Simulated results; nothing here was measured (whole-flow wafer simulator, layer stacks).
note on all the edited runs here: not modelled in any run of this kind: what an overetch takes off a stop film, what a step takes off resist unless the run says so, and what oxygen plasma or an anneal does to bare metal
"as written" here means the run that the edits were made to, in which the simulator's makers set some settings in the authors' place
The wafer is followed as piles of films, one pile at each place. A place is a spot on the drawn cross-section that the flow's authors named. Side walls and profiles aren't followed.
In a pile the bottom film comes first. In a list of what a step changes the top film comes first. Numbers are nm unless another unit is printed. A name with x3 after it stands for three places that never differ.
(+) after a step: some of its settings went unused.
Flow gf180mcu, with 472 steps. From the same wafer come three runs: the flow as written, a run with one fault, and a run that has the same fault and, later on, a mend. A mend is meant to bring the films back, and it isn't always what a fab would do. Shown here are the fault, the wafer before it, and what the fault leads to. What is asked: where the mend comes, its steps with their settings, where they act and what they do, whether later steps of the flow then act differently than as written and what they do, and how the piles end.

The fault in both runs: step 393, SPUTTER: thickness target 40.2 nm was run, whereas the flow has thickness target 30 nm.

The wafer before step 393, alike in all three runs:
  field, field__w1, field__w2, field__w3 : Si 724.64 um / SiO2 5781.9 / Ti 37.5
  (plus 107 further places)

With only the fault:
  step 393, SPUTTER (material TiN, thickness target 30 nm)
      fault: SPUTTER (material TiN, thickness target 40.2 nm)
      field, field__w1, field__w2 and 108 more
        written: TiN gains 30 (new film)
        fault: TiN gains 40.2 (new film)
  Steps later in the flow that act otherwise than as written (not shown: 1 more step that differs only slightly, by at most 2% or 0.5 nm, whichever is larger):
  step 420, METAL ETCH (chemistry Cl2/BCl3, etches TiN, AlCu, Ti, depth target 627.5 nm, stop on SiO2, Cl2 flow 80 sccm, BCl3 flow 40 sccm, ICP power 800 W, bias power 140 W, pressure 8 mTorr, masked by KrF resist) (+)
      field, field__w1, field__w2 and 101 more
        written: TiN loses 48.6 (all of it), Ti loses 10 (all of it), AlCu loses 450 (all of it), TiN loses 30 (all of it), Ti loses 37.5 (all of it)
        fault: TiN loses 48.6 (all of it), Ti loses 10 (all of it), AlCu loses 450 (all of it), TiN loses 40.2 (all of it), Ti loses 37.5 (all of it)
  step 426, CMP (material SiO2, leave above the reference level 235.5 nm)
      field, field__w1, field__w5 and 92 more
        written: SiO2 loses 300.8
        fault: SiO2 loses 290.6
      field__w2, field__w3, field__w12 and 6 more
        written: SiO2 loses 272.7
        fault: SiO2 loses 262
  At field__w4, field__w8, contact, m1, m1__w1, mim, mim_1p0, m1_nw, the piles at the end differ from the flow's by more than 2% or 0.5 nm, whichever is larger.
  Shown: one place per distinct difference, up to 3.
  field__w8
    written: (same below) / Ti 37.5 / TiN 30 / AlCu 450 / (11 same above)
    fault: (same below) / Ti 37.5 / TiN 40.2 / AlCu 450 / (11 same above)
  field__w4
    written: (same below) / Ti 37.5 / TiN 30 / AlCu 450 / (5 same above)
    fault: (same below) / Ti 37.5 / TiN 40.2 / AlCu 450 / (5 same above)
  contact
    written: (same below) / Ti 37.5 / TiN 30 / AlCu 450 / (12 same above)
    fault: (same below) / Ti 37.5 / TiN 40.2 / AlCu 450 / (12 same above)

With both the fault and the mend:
  After step 393 comes the mend.
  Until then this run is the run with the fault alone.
  step 393a, METAL ETCH (chemistry Cl2/BCl3, etches TiN, AlCu, Ti, depth target 10.2 nm, Cl2 flow 80 sccm, BCl3 flow 40 sccm, ICP power 800 W, bias power 140 W, pressure 8 mTorr) (the flow's step 260, run once more with other settings)
      field, field__w1, field__w2 and 108 more
        TiN loses 10.2
  Later steps of the flow that are run all act as written at every place that is followed.
  The piles end the same as the flow's at every place that both follow.
